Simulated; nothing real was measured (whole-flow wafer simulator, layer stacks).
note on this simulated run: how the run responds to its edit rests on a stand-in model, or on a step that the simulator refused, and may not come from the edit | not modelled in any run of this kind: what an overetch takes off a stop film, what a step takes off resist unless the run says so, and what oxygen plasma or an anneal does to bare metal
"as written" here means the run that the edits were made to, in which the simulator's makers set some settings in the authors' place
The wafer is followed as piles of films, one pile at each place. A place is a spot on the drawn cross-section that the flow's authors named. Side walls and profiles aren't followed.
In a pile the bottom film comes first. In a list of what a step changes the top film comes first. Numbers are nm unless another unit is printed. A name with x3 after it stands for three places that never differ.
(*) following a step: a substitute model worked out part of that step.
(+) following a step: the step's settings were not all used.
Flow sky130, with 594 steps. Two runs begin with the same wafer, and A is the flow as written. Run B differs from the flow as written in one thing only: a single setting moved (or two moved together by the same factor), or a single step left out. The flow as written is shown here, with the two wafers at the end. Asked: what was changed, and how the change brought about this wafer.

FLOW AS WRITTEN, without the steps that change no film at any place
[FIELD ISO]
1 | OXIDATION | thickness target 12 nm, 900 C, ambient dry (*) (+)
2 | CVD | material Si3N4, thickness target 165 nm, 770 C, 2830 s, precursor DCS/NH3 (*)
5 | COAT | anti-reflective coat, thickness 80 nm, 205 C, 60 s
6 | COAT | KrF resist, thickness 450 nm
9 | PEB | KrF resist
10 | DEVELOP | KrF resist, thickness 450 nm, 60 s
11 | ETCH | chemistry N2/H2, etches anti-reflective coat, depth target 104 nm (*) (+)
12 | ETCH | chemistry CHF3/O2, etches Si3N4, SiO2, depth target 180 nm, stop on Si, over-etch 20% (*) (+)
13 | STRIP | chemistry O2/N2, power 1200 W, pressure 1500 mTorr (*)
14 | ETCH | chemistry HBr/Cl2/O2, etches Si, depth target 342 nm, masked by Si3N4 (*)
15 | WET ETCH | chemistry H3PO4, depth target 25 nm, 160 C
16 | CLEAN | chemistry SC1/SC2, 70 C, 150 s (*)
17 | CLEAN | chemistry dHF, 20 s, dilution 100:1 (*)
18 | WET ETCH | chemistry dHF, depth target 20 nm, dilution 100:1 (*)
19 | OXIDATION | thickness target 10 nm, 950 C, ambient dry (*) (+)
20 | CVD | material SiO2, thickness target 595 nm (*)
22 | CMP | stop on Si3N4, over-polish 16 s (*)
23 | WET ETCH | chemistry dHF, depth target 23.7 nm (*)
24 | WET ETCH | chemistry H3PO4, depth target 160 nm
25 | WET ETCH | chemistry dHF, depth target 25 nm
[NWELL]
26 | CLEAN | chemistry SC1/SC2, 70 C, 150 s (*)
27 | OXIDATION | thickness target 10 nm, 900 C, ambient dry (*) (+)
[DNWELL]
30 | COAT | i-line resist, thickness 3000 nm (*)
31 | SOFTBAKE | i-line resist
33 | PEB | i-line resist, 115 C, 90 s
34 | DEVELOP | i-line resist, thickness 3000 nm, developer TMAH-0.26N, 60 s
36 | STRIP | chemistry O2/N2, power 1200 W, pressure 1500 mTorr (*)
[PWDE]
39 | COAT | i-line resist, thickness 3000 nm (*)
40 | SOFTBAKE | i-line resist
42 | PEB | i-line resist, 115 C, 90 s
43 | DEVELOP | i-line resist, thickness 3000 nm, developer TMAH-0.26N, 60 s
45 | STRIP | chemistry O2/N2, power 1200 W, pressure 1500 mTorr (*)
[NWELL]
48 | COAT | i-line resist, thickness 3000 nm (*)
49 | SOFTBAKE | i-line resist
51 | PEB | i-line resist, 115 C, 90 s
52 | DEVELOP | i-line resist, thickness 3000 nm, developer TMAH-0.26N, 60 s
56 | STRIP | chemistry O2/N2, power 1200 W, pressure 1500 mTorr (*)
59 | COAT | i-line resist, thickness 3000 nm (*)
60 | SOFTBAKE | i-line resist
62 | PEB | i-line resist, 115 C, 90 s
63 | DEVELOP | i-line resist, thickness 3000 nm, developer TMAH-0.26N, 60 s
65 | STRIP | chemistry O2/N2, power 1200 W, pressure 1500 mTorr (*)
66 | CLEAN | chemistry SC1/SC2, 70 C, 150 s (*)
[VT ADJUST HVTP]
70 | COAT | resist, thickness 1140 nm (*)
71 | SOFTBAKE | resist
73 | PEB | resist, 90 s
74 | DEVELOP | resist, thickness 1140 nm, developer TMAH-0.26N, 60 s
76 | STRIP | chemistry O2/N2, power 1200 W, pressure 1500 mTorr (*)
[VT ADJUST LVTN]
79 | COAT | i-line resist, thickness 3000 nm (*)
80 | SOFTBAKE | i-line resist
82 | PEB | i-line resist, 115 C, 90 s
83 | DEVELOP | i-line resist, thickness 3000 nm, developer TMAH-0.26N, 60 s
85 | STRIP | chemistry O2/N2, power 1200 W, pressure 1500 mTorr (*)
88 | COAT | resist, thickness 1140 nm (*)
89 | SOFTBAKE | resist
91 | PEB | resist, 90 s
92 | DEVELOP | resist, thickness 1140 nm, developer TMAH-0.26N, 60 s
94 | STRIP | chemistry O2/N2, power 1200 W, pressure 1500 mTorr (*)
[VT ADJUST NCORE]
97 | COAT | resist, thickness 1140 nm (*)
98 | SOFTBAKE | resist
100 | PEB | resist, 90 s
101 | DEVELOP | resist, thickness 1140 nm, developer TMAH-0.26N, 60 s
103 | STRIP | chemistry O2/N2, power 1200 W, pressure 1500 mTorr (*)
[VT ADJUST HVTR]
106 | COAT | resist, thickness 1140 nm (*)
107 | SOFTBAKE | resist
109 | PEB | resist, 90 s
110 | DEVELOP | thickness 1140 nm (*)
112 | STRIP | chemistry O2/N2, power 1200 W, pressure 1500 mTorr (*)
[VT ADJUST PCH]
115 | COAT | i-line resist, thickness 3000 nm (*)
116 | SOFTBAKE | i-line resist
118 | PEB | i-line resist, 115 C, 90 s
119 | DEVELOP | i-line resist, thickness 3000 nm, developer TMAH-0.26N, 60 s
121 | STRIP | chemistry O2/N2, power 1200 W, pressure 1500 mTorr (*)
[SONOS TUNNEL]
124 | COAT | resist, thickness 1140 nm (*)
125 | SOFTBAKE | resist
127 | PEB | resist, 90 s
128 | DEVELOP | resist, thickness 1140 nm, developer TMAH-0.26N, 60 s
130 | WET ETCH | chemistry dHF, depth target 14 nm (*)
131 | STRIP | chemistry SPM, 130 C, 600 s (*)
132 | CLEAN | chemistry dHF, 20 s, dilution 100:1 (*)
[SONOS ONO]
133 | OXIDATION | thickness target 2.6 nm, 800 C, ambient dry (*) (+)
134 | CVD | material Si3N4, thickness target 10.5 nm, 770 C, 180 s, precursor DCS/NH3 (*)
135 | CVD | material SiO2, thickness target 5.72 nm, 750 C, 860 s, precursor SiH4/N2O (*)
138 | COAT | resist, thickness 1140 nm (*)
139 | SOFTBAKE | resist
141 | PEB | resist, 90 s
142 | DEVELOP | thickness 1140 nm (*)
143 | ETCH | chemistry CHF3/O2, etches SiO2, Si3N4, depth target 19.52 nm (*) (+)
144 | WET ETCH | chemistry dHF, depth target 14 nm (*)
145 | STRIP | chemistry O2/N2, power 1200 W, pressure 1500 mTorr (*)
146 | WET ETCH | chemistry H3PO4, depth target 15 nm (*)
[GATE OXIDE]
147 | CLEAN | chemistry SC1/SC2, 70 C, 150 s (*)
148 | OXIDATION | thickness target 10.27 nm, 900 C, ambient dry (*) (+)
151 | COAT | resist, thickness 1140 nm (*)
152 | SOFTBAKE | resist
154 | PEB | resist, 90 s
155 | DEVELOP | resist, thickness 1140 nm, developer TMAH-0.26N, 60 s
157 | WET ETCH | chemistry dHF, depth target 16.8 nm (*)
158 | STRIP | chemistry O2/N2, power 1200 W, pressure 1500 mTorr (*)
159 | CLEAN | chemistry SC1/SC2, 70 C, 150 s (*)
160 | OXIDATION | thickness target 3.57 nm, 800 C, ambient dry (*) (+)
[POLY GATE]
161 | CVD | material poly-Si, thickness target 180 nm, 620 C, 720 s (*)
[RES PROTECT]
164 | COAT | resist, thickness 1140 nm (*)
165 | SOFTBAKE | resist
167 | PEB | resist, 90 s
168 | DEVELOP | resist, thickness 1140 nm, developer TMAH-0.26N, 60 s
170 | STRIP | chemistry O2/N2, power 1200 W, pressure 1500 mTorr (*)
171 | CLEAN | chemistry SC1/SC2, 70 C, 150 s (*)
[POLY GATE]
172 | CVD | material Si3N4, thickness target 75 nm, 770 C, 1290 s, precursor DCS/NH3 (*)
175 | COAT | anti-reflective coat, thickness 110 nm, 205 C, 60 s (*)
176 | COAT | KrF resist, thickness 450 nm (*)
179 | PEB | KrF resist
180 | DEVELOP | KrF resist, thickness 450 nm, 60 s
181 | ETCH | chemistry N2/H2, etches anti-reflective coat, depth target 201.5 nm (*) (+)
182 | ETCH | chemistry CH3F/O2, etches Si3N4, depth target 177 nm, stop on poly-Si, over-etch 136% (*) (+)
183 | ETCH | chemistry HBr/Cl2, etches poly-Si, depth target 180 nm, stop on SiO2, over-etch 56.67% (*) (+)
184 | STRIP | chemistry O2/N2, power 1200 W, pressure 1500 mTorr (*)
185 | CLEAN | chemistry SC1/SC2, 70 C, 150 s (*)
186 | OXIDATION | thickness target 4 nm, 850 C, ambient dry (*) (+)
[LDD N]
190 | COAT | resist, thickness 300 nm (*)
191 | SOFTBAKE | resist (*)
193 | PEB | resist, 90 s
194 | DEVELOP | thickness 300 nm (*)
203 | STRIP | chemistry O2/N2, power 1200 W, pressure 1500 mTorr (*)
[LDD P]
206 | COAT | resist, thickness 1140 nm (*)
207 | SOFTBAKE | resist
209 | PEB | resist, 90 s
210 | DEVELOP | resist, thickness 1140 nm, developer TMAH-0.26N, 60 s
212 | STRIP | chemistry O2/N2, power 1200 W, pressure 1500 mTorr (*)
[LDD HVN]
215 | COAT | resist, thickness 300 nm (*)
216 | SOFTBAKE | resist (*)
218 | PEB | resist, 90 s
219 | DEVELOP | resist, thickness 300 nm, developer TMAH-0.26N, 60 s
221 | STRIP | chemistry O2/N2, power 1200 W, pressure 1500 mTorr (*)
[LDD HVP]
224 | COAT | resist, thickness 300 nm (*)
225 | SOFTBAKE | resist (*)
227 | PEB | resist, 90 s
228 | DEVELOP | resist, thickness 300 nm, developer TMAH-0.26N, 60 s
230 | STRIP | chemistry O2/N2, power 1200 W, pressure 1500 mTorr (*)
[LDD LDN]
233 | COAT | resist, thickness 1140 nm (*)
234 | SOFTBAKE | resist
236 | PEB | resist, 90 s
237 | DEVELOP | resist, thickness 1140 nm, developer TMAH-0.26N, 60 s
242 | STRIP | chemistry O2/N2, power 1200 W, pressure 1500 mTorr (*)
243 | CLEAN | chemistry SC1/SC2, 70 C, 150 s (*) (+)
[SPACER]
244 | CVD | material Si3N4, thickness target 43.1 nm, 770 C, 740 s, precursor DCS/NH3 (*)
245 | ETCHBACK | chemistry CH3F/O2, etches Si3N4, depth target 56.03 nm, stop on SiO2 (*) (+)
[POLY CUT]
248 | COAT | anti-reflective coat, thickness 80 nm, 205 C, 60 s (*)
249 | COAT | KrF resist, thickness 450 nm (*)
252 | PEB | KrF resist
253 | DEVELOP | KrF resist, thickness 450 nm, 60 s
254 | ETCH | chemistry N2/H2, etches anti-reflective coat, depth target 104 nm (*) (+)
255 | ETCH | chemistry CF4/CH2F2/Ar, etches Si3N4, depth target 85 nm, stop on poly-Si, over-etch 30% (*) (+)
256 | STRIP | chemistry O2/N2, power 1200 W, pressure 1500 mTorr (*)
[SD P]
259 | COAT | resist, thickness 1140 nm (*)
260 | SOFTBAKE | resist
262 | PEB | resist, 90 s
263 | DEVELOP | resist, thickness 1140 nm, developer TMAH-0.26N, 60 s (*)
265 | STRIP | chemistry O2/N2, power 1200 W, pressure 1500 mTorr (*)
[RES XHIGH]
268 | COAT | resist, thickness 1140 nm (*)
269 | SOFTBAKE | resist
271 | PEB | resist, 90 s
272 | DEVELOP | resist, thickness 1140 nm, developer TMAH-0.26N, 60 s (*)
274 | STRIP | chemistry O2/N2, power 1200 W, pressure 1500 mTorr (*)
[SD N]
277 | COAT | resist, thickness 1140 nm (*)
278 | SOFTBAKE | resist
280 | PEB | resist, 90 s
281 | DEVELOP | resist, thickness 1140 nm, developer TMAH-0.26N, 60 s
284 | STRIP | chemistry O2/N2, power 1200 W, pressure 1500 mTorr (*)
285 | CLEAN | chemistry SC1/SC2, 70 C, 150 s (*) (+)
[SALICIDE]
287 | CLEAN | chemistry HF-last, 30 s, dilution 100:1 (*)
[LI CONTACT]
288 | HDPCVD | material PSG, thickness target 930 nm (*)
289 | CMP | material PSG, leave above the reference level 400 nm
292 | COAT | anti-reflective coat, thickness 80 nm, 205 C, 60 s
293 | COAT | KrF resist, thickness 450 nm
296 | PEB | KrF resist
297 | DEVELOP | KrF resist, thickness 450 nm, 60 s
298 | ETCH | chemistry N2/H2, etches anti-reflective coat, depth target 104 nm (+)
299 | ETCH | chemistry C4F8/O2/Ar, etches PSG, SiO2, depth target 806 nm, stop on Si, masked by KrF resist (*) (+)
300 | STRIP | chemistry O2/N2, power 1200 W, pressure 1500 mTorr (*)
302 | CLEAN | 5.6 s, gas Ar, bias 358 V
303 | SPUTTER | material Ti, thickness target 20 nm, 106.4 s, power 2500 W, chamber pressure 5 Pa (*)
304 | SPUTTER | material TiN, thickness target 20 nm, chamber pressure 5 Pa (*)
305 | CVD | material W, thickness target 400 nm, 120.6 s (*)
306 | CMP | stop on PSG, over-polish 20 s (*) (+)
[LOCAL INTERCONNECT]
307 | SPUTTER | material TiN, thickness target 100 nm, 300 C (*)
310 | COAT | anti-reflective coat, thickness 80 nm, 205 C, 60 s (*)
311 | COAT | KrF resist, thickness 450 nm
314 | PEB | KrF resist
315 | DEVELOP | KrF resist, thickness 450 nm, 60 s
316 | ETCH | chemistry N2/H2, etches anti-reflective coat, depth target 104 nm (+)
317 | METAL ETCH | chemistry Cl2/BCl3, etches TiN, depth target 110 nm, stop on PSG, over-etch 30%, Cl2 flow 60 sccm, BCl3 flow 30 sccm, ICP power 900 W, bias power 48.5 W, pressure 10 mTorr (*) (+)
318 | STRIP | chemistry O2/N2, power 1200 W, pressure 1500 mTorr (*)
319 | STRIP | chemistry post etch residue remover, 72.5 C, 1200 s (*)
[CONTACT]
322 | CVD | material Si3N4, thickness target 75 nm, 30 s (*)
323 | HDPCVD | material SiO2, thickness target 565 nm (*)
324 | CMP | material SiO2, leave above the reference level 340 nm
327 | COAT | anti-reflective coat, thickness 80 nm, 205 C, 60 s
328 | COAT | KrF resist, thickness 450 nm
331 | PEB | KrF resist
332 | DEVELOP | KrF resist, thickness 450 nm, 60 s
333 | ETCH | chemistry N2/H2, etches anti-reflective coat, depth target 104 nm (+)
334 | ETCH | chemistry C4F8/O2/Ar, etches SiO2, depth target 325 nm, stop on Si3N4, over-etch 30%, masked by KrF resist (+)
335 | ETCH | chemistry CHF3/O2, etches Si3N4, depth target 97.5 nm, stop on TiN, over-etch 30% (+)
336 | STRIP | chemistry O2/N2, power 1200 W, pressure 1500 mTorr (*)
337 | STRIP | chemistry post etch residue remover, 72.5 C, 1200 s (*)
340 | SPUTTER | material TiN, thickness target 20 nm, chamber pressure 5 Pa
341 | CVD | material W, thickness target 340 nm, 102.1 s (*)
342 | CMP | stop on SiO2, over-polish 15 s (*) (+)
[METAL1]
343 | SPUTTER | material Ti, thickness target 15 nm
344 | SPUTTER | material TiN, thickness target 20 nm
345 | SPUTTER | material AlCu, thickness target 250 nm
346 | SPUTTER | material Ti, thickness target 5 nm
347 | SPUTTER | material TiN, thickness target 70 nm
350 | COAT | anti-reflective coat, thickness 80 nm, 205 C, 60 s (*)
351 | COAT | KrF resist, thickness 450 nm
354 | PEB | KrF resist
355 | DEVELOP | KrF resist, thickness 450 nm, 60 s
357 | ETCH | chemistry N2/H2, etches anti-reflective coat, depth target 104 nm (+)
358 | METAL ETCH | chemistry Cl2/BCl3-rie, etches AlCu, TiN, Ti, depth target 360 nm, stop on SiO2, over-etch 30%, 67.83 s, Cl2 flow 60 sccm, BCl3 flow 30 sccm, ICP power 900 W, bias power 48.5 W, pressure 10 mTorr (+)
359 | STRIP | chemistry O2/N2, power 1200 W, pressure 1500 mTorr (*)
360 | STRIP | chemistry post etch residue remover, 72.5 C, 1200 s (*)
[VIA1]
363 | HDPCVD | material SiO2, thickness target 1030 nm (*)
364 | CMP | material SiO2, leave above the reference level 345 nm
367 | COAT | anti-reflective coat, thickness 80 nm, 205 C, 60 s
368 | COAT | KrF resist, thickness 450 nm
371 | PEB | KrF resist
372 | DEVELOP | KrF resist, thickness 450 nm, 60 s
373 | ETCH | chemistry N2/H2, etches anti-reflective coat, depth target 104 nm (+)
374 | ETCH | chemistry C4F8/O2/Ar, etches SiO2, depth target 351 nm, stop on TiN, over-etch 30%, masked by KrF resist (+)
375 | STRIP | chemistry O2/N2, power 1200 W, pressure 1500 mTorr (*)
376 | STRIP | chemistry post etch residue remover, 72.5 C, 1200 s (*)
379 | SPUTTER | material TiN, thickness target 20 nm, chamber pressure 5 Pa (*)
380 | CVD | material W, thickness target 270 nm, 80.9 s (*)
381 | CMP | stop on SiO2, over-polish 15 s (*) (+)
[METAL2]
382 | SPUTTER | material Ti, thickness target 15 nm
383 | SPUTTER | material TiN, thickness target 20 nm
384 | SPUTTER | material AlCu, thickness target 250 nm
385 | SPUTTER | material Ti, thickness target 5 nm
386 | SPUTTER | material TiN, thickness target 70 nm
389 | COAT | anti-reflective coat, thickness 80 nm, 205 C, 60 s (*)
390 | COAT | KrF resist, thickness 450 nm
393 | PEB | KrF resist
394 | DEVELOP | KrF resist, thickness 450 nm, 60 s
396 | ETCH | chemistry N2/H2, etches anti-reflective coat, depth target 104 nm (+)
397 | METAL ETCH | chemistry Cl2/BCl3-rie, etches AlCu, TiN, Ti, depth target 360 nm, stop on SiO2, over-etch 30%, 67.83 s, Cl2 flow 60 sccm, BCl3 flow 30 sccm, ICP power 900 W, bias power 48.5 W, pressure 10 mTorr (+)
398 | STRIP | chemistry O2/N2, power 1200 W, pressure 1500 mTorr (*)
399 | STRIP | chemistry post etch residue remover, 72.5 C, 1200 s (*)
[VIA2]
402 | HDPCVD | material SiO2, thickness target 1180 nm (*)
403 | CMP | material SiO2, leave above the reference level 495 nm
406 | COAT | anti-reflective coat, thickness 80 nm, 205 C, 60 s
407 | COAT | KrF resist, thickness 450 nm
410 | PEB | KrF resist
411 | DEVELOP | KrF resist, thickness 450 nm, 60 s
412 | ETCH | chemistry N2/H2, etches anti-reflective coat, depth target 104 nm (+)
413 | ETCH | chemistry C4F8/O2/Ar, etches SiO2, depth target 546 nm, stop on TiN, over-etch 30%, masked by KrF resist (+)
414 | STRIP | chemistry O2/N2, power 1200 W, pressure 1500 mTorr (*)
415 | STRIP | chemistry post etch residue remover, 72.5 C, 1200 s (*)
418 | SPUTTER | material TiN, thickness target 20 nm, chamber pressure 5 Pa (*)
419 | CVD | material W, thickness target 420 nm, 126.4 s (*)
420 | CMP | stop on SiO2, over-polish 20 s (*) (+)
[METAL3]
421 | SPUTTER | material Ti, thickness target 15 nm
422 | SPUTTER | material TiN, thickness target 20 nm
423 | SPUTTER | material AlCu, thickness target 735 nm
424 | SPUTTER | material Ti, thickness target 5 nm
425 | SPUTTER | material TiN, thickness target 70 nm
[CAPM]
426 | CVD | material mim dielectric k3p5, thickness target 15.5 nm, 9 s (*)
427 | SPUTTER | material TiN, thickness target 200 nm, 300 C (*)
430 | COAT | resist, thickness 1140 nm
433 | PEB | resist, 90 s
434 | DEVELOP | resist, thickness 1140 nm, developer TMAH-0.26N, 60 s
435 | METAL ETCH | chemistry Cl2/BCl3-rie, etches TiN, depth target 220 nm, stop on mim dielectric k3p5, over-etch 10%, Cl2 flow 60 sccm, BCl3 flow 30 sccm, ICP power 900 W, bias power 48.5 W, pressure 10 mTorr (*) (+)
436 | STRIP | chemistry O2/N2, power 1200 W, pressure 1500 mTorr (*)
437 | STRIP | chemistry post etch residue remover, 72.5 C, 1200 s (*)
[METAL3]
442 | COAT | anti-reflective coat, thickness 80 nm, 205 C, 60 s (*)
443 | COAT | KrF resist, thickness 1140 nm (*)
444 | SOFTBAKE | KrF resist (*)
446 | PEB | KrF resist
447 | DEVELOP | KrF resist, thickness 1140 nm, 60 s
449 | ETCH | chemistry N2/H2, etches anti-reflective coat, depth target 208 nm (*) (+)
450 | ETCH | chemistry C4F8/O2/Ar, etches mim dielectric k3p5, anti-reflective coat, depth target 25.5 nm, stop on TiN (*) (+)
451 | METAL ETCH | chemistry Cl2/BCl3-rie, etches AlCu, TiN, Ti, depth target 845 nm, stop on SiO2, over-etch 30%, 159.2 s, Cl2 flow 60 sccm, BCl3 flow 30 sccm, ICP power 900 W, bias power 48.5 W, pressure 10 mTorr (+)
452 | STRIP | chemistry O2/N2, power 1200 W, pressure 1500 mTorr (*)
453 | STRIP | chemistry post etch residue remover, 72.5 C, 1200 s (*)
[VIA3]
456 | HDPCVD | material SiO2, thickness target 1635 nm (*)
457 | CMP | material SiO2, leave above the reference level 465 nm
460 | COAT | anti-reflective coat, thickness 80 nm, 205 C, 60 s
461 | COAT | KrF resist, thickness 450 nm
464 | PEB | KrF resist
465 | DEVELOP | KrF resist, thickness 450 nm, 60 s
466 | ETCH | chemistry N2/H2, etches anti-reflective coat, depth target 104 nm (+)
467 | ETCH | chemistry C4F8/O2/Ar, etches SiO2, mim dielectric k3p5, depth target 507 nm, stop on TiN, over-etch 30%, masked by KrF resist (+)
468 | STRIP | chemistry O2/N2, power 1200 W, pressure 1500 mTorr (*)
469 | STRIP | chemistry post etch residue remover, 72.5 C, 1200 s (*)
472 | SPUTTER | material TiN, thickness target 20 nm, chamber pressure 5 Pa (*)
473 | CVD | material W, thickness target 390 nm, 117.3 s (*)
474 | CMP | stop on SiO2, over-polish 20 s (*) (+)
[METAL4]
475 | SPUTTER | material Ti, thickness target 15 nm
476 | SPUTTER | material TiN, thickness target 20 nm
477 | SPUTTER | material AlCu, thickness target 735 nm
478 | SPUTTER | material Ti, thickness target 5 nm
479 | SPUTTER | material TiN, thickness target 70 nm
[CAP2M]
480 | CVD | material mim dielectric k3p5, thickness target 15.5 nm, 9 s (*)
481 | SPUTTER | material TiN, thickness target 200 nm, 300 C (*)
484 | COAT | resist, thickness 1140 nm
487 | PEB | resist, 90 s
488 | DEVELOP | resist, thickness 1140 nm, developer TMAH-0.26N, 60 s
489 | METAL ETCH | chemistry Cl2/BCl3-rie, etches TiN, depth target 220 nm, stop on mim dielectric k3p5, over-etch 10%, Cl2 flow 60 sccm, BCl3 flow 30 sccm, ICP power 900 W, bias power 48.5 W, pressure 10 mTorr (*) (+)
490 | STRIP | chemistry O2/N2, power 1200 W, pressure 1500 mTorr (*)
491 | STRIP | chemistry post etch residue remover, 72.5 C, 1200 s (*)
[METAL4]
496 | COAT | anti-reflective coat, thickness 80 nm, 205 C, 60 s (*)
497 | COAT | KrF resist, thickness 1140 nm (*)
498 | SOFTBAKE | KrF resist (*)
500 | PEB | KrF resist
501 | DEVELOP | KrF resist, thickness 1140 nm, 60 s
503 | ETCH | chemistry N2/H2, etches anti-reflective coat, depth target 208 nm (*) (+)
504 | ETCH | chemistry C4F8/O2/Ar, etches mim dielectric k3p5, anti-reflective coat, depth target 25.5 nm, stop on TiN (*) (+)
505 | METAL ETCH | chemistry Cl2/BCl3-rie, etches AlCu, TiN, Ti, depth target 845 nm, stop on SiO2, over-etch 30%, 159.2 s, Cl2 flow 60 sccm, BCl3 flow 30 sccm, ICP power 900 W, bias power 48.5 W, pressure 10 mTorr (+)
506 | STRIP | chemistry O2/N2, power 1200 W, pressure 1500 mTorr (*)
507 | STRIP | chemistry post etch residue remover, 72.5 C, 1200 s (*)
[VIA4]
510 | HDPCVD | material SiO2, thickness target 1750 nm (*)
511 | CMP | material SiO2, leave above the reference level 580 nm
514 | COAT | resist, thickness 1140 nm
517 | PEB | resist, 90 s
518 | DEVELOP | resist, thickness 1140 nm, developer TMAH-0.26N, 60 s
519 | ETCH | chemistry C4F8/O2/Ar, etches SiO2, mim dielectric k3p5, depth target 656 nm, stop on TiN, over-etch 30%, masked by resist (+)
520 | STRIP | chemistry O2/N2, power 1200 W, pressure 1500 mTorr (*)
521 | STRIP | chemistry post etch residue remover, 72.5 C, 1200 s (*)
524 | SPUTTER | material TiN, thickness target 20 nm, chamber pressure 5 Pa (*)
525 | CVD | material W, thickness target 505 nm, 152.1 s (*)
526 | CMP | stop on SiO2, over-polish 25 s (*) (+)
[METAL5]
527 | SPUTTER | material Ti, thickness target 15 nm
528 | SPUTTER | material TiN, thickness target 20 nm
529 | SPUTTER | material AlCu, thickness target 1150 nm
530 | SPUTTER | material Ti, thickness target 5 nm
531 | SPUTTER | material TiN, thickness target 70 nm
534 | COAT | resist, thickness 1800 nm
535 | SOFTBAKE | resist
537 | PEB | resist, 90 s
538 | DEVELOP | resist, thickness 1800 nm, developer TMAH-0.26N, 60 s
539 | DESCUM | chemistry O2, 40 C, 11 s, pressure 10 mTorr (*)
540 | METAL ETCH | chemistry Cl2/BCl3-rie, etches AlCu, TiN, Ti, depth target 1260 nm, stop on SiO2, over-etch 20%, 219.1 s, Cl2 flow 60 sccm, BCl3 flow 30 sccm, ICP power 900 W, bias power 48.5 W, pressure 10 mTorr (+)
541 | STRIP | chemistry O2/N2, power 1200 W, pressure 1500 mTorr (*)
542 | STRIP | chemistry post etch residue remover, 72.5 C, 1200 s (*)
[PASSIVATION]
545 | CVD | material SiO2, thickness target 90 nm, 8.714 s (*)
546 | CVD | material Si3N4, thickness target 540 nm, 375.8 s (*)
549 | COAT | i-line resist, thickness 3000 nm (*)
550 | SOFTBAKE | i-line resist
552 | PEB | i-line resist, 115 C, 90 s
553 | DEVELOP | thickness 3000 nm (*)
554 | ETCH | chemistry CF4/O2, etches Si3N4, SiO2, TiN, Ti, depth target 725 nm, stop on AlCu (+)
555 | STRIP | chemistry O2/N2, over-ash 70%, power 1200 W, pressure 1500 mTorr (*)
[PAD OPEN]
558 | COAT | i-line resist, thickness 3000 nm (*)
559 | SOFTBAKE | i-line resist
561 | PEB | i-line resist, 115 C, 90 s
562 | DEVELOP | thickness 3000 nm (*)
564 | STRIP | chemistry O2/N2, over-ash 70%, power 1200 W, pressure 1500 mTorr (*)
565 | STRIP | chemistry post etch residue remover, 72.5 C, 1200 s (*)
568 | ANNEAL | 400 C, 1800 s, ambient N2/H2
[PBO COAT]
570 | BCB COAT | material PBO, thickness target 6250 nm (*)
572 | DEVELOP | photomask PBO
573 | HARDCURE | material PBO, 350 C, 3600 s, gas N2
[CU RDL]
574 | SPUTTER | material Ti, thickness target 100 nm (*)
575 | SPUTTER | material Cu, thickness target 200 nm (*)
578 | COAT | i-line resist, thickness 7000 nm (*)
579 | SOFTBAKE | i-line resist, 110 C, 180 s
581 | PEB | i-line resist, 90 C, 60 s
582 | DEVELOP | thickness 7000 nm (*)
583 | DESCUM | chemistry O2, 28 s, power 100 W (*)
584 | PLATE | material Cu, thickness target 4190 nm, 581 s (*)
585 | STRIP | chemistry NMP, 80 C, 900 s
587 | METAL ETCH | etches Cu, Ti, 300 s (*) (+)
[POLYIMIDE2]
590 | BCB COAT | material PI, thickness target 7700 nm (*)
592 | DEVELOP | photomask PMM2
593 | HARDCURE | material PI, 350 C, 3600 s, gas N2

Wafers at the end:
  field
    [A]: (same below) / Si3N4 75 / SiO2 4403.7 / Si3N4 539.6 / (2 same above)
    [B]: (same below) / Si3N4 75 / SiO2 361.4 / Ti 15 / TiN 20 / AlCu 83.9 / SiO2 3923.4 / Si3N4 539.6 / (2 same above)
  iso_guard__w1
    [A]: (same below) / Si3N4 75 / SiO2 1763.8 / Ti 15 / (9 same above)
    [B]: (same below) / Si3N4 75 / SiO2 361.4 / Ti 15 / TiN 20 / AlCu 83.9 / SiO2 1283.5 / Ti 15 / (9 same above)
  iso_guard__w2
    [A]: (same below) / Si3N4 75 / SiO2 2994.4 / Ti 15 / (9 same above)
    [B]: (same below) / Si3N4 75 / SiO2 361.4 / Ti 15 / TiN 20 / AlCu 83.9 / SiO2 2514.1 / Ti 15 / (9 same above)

What caused this: step 358, METAL ETCH: depth target 180 nm was run, though the flow has depth target 360 nm.

The path from the change to this, step by step:
  358 | METAL ETCH | chemistry Cl2/BCl3-rie, etches AlCu, TiN, Ti, depth target 360 nm, stop on SiO2, over-etch 30%, 67.83 s, Cl2 flow 60 sccm, BCl3 flow 30 sccm, ICP power 900 W, bias power 48.5 W, pressure 10 mTorr (+)
      field, active, gate and 81 more: A -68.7 TiN (all of it), -5 Ti (all of it), -250 AlCu (all of it), -20 TiN (all of it), -15 Ti (all of it), -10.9 SiO2 | B -68.7 TiN (all of it), -5 Ti (all of it), -160.3 AlCu
      n_well, p_well, gate_hv and 104 more: A -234 KrF resist | B -117 KrF resist
  359 | STRIP | chemistry O2/N2, power 1200 W, pressure 1500 mTorr (*)
      n_well, p_well, gate_hv and 100 more: A -141.4 KrF resist (all of it), -80 anti-reflective coat (all of it) | B -258.4 KrF resist (all of it), -80 anti-reflective coat (all of it)
      poly_licon, rpo_hd_licon: A -141.5 KrF resist (all of it), -80.4 anti-reflective coat (all of it) | B -258.5 KrF resist (all of it), -80.4 anti-reflective coat (all of it)
      (also at 2 further places)
  360 | STRIP | chemistry post etch residue remover, 72.5 C, 1200 s (*)
      field, active, gate and 81 more: A nothing | B -5.72 AlCu
  363 | HDPCVD | material SiO2, thickness target 1030 nm (*)
      field, active, gate and 81 more: A +1030 SiO2 | B +1030 SiO2 (new film)
  364 | CMP | material SiO2, leave above the reference level 345 nm
      field, active, gate and 81 more: A -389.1 SiO2 | B -518.9 SiO2
With metal films that touch counted as one body, field has 1 body; the flow as written gives 0 bodies.
With metal films that touch counted as one body, iso_guard__w1 has 2 bodies (between them, from the top down: SiO2 1283.5); the flow as written gives 1 body.
With metal films that touch counted as one body, iso_guard__w2 has 2 bodies (between them, from the top down: SiO2 2514.1); the flow as written gives 1 body.
